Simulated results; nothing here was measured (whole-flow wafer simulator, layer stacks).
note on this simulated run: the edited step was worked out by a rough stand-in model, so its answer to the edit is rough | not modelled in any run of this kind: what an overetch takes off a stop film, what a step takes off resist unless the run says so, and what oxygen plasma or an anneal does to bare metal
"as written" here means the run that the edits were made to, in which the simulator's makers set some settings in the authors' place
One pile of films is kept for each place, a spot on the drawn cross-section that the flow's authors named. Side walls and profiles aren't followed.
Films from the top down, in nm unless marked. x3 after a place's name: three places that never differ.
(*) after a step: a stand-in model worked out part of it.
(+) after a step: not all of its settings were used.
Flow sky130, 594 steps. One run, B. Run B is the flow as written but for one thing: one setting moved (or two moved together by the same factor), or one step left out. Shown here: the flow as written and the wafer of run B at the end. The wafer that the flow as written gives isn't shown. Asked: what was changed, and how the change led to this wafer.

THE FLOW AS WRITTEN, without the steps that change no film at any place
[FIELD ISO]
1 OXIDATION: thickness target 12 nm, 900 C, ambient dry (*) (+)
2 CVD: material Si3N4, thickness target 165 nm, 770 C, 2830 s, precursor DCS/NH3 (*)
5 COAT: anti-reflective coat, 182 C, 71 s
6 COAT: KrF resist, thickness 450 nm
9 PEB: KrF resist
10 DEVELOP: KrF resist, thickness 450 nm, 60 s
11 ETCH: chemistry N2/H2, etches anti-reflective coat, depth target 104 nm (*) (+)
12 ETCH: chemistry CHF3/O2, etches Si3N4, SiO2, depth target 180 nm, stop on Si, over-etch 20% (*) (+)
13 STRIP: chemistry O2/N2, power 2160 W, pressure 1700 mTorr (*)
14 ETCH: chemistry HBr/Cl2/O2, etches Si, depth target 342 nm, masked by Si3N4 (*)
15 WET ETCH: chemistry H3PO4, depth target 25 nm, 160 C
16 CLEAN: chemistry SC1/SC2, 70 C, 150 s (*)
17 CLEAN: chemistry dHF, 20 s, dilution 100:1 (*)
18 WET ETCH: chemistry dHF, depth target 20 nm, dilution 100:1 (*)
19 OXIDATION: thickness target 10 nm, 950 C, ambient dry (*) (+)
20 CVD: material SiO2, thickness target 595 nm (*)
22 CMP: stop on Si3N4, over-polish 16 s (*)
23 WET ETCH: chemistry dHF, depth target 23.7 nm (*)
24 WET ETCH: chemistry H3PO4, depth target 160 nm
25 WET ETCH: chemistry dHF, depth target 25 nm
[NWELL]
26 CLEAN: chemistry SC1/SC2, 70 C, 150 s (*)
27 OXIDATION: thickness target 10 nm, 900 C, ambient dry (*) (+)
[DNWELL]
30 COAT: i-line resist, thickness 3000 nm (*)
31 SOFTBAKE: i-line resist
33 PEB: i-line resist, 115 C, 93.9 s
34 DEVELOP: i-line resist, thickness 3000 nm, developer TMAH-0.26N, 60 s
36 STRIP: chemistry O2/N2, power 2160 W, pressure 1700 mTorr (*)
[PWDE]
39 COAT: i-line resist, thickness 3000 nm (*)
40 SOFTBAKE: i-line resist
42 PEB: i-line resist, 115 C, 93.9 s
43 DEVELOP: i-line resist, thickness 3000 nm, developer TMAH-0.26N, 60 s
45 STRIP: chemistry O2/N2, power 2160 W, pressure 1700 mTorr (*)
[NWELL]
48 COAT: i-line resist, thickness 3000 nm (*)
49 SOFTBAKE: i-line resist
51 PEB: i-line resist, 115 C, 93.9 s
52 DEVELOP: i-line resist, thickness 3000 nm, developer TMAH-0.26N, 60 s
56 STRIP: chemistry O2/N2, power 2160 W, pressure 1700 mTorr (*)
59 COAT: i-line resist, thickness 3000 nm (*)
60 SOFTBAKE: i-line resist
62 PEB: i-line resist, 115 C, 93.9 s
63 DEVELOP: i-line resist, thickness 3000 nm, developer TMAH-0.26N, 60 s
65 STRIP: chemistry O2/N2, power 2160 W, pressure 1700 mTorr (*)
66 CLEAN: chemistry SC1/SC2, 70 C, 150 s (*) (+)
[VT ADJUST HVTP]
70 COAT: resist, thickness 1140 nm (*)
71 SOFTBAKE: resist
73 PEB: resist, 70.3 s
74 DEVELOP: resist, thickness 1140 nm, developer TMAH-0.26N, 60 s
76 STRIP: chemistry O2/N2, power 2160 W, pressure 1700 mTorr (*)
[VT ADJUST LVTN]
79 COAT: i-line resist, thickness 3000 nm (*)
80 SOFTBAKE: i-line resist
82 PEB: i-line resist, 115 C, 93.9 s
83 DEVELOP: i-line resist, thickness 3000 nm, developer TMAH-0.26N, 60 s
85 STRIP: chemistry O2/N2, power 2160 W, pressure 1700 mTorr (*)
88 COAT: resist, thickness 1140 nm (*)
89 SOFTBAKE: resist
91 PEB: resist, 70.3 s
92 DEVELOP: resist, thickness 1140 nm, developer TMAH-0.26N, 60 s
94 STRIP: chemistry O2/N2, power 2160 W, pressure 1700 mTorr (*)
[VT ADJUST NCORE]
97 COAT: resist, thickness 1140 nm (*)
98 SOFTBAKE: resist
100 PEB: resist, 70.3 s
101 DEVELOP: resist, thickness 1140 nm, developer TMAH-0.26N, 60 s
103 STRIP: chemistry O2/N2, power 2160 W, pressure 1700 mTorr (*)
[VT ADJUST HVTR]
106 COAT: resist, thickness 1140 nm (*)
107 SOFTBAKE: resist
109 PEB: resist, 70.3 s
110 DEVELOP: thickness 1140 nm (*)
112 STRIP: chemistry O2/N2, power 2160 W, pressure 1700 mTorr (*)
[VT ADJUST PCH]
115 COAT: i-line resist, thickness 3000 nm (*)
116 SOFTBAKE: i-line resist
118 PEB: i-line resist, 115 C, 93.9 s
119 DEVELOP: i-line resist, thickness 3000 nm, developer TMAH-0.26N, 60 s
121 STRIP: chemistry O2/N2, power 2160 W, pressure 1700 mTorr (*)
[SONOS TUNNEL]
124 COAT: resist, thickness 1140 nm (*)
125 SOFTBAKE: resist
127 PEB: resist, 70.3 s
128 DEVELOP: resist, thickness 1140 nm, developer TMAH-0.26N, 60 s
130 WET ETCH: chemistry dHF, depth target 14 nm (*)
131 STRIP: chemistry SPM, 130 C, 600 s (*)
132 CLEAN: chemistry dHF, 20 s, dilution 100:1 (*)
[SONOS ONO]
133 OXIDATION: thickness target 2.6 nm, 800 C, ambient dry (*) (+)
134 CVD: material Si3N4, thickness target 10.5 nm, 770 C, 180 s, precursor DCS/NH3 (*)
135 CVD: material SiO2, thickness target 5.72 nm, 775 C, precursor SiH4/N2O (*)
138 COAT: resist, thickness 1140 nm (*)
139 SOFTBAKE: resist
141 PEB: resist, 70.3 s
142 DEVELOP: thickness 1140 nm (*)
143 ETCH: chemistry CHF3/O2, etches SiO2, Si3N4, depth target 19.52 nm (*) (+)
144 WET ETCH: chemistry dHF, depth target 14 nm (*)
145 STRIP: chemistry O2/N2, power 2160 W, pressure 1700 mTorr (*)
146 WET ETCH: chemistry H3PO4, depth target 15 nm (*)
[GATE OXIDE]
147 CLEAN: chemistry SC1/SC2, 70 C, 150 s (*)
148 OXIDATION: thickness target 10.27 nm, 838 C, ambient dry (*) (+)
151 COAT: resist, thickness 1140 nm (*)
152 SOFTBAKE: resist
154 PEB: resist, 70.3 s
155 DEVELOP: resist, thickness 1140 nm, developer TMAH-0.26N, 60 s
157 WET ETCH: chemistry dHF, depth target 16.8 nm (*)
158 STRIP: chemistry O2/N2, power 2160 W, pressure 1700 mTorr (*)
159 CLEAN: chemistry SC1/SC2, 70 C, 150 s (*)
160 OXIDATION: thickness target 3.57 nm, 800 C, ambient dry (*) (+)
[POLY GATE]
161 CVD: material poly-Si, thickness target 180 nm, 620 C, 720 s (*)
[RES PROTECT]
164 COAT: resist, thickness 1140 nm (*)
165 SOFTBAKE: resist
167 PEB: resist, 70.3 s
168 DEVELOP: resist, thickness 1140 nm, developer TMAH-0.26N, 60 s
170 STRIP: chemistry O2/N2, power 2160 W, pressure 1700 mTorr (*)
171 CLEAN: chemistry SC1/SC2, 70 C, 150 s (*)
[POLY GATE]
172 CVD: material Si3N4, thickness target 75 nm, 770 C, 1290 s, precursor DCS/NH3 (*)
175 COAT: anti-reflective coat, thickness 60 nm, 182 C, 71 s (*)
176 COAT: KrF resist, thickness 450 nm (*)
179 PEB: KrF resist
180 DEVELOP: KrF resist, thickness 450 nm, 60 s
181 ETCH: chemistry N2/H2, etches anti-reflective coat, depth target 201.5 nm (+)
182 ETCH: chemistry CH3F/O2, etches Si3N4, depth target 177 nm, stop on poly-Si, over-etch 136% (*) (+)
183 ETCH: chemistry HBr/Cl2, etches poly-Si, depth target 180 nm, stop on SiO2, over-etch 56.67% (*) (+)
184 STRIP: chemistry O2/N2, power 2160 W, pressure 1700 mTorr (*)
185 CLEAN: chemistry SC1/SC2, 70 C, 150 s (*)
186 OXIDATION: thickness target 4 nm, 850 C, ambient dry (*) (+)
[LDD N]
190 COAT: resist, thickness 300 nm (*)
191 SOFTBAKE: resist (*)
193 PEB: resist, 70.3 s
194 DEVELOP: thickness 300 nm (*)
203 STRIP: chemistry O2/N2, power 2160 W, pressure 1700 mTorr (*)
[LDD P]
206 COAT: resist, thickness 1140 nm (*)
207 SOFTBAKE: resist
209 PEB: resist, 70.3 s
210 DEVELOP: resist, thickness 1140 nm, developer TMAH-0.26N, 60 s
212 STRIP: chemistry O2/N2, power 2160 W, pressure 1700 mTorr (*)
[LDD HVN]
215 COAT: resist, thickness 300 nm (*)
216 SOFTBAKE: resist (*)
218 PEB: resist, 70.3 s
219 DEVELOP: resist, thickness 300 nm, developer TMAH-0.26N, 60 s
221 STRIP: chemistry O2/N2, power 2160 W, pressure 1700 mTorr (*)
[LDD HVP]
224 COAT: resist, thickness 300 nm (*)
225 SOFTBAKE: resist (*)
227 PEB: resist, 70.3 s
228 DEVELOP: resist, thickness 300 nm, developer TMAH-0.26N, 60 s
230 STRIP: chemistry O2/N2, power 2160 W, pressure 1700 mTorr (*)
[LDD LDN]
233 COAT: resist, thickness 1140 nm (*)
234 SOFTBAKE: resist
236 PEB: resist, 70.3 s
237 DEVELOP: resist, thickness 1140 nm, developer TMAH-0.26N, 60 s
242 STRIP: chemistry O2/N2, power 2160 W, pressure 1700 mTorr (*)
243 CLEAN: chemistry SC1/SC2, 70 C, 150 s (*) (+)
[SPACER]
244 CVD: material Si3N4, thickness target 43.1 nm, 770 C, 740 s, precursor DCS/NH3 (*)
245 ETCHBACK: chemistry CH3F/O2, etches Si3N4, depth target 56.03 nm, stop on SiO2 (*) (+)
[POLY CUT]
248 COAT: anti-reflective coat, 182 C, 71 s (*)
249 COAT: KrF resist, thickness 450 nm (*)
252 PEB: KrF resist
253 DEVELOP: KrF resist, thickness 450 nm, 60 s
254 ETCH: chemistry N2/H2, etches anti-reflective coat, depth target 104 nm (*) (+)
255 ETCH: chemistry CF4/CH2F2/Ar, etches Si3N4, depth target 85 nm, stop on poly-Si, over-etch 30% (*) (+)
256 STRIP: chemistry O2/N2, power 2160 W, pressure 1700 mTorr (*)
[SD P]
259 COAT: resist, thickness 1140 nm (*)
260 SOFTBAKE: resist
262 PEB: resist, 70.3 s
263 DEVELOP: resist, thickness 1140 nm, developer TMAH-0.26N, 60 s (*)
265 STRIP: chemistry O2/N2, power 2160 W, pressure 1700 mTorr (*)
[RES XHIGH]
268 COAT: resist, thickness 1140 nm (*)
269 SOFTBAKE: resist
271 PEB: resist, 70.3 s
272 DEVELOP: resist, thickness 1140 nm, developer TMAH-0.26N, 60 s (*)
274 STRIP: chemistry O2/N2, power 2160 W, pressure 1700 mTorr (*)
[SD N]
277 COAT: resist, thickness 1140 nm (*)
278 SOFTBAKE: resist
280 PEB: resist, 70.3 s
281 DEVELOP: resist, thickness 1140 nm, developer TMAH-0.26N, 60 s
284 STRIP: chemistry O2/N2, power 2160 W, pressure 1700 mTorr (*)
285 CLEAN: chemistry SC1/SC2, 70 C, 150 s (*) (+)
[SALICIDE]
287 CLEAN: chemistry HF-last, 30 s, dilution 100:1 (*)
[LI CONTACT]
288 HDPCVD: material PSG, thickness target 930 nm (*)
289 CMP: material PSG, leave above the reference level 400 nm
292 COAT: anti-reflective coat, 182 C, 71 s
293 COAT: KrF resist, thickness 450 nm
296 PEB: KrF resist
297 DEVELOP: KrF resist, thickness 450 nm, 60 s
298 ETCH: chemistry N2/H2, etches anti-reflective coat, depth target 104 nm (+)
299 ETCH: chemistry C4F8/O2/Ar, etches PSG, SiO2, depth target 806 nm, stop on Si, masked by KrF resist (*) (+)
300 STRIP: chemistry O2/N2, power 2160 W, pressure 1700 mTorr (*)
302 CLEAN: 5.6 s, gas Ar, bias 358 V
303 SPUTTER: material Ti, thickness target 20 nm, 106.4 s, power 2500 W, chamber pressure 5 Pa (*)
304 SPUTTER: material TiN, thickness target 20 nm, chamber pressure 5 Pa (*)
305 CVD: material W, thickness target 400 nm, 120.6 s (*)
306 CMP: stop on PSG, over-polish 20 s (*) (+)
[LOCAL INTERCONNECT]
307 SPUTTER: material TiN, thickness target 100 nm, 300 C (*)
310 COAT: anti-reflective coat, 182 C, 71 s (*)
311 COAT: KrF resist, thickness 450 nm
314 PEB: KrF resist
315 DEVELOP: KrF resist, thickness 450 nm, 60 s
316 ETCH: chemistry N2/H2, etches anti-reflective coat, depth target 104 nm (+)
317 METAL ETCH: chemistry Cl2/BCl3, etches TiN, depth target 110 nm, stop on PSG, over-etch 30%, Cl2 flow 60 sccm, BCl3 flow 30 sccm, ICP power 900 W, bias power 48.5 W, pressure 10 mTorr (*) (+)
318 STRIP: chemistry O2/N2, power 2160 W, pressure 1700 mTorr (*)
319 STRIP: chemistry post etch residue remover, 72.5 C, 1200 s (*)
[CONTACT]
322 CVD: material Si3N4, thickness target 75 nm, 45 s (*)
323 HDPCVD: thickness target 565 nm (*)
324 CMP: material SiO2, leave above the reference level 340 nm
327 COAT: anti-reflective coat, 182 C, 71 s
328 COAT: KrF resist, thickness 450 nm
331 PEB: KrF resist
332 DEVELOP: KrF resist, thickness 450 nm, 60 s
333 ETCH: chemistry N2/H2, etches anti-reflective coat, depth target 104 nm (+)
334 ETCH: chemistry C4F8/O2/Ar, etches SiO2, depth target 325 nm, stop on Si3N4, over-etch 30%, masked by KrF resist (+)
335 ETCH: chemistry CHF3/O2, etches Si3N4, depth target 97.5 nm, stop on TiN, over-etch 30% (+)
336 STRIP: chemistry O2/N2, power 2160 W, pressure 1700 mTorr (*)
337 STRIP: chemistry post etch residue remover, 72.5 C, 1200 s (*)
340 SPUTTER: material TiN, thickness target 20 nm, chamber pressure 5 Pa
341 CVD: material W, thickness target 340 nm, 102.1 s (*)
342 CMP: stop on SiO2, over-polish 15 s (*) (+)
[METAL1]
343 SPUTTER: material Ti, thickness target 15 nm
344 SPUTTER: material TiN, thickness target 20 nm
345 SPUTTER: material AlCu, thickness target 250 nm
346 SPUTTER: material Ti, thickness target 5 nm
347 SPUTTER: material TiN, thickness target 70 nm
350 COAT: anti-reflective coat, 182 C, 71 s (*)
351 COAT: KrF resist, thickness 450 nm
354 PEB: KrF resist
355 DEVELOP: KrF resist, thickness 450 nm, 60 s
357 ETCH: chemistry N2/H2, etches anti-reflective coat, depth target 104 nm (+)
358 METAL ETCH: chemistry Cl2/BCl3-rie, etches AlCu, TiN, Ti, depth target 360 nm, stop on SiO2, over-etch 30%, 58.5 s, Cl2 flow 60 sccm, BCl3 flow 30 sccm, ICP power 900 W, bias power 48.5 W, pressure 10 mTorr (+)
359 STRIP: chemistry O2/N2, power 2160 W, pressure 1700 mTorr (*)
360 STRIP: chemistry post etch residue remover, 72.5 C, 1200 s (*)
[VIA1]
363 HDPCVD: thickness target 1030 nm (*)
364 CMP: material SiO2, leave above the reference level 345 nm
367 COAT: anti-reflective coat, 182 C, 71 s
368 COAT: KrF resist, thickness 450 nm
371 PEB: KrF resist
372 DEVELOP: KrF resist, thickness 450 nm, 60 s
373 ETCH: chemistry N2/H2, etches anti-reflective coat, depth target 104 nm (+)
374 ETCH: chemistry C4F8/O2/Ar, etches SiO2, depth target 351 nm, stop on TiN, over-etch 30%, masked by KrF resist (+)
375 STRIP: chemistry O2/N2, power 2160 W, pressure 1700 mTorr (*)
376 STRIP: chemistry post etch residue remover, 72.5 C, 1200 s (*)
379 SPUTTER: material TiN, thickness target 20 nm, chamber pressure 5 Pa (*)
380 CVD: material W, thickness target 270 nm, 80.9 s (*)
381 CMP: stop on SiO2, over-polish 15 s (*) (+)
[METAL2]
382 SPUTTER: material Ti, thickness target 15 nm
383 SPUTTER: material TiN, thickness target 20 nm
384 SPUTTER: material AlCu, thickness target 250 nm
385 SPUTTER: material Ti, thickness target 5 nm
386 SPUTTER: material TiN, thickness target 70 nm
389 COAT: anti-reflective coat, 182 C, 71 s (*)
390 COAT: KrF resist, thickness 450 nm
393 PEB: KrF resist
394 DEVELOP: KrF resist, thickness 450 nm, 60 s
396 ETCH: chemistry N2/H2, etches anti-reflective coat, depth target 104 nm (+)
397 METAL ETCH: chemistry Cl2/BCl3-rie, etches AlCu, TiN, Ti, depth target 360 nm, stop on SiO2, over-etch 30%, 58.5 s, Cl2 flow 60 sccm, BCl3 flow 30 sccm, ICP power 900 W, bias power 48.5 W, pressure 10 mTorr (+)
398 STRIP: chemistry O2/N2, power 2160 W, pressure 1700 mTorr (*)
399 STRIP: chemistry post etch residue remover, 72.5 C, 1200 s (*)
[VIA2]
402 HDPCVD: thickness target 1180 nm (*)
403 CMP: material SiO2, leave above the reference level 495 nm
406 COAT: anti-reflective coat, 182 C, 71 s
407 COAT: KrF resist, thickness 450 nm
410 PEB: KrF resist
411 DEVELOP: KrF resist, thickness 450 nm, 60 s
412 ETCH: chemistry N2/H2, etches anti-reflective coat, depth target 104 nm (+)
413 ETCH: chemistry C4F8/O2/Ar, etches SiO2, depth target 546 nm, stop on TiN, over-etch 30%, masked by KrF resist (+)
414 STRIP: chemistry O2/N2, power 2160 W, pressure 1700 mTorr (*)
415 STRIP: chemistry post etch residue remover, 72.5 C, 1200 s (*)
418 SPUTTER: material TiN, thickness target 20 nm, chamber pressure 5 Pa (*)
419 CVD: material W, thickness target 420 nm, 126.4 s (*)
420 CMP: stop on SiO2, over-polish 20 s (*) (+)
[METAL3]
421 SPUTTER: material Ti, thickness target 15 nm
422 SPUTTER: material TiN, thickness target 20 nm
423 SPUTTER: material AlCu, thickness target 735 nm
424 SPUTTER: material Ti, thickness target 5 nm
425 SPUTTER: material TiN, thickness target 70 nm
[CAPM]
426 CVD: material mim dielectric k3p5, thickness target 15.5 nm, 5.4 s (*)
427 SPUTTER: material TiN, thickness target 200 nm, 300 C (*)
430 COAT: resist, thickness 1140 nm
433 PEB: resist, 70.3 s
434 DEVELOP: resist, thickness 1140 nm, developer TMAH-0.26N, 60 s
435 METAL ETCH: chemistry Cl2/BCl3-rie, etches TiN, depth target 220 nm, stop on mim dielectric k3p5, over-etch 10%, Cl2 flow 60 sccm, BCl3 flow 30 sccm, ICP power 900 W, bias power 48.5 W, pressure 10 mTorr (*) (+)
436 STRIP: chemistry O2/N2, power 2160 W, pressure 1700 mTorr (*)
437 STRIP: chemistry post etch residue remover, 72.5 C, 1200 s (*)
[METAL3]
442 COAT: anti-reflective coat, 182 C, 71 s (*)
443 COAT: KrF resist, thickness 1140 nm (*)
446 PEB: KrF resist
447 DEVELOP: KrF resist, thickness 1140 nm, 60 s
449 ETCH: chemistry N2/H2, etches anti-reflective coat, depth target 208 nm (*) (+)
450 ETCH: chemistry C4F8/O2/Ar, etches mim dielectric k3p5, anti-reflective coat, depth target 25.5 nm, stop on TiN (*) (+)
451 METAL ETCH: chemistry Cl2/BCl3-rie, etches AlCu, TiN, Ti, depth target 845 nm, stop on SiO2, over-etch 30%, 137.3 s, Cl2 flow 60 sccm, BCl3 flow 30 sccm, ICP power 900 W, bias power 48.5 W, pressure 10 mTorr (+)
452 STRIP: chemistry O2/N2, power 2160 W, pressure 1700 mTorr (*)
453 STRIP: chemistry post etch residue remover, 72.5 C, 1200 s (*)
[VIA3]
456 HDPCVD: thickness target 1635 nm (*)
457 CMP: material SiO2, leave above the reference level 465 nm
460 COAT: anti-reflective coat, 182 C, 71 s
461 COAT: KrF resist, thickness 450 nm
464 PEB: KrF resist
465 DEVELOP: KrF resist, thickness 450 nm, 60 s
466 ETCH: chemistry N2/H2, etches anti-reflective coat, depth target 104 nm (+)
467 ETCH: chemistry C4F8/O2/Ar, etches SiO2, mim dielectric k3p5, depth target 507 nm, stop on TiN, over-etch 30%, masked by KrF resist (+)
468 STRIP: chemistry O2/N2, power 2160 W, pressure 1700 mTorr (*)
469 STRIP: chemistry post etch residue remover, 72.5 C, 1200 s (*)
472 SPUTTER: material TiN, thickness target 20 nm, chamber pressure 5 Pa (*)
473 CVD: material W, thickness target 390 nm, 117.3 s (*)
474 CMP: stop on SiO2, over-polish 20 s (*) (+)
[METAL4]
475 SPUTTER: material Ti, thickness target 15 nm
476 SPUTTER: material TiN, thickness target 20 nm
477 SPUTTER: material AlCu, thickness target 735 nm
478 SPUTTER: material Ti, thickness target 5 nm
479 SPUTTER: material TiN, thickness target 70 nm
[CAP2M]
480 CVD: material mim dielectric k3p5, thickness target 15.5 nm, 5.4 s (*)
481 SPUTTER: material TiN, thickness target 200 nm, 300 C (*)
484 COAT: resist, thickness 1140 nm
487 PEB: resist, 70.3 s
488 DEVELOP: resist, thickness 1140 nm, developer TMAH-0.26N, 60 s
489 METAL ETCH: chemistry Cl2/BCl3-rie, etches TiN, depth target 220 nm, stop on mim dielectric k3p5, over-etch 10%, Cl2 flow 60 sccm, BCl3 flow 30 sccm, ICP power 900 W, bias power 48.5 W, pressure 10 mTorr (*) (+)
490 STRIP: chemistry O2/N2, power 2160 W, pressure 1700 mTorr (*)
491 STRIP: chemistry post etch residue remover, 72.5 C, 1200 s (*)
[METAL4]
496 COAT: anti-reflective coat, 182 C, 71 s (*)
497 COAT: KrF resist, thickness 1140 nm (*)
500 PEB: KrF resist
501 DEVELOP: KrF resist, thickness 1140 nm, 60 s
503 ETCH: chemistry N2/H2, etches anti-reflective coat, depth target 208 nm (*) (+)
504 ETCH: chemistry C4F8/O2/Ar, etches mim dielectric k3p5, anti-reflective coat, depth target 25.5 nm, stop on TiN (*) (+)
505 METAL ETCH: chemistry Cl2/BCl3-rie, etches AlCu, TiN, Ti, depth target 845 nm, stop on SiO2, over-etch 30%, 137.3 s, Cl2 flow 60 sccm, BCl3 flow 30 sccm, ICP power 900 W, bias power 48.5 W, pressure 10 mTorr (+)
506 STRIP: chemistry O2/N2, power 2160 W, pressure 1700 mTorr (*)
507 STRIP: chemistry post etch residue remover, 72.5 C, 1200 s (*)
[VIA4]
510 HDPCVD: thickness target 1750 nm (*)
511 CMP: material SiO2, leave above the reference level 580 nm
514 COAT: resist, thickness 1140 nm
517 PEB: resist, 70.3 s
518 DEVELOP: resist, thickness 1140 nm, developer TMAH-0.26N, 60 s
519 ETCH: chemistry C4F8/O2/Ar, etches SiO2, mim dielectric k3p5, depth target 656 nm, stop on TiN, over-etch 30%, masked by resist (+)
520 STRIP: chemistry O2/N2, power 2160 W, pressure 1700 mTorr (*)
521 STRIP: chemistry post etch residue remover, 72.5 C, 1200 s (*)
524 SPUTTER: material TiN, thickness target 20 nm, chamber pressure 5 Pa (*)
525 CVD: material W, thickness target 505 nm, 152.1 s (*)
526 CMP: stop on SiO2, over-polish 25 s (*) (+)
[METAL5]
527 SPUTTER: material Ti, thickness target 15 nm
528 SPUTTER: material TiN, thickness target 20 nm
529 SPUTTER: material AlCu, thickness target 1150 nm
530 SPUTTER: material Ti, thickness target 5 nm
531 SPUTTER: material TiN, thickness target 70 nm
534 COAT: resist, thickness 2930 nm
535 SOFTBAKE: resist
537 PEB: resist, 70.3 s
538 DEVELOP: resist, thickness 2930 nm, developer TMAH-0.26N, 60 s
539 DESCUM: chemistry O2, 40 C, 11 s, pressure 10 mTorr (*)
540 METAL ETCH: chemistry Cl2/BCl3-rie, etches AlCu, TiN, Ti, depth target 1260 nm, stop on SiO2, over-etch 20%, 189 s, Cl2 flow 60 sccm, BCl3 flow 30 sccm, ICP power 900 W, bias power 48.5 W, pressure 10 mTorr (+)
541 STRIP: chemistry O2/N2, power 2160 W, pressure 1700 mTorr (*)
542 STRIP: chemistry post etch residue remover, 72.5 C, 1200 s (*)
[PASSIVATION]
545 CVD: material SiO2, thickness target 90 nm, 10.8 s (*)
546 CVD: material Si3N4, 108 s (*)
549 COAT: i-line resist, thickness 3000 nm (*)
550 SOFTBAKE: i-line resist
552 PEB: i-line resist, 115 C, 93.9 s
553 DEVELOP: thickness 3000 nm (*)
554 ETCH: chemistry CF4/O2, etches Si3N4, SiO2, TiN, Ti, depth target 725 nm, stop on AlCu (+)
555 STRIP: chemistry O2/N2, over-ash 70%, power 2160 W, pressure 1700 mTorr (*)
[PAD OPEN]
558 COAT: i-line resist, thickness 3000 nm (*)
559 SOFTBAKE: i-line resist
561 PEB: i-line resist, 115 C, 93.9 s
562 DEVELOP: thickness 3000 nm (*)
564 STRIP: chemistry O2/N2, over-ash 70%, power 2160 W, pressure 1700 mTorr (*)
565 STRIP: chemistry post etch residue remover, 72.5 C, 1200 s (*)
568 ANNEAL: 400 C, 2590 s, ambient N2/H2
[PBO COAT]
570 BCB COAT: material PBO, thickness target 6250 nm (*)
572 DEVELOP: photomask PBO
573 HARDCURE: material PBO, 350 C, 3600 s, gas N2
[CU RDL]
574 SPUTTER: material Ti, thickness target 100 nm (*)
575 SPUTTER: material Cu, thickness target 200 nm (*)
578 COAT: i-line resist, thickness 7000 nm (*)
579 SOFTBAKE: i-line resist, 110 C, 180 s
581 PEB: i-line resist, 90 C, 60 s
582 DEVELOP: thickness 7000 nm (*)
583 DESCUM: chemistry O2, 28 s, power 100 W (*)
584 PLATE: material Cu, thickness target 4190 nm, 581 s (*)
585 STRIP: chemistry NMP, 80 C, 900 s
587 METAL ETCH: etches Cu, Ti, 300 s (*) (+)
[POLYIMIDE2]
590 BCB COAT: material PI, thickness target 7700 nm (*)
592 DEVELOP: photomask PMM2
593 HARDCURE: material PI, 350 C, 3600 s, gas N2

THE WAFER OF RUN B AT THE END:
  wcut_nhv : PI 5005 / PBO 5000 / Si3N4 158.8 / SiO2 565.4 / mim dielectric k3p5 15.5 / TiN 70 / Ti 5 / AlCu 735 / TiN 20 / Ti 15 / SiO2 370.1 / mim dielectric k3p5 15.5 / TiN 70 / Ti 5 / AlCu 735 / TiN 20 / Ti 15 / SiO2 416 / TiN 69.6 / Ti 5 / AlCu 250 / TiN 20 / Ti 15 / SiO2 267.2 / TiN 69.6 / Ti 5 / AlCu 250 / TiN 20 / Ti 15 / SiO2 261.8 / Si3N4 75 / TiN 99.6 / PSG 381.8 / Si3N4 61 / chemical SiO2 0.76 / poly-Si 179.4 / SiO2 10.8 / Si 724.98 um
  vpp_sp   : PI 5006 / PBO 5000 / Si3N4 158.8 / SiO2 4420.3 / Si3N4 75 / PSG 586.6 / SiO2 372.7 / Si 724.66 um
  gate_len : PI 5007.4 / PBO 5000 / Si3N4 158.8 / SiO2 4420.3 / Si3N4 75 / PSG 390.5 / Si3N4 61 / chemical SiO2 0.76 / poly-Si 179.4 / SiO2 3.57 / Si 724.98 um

The cause: step 545, CVD: thickness target 76.5 nm was run, where the flow has thickness target 90 nm; step 545, CVD: 9.18 s was run, where the flow has 10.8 s.

How the change led to this, step by step:
  545 CVD: material SiO2, thickness target 90 nm, 10.8 s (*)
      field, active, gate and 175 more: SiO2 +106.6 (as written it would be: SiO2 +125.2)
      n_well, p_well, sd_n and 12 more: SiO2 +106.6 (new film) (as written it would be: SiO2 +125.2 (new film))
  550 SOFTBAKE: i-line resist
      spacer: i-line resist -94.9 (as written it would be: i-line resist -97.5)
      pplus_nw: i-line resist -54.5 (as written it would be: i-line resist -55.7)
      (and at 19 more places)
  554 ETCH: chemistry CF4/O2, etches Si3N4, SiO2, TiN, Ti, depth target 725 nm, stop on AlCu (+)
      field, active, n_well and 189 more: i-line resist -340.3 (as written it would be: i-line resist -358.9)
      pad: Si3N4 -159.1 (all of it), SiO2 -106.6 (all of it), TiN -69.6 (all of it), Ti -5 (all of it) (as written it would be: Si3N4 -159.1 (all of it), SiO2 -125.2 (all of it), TiN -69.6 (all of it), Ti -5 (all of it))
  559 SOFTBAKE: i-line resist
      pplus_nw: i-line resist -54.5 (as written it would be: i-line resist -55.7)
      pwell_dnw: i-line resist -27.4 (as written it would be: i-line resist -28.2)
      (and at 21 more places)
  578 COAT: i-line resist, thickness 7000 nm (*)
      pad: i-line resist +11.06 um (new film) (as written it would be: i-line resist +11.08 um (new film))
  582 DEVELOP: thickness 7000 nm (*)
      pad: i-line resist -11.06 um (all of it) (as written it would be: i-line resist -11.08 um (all of it))
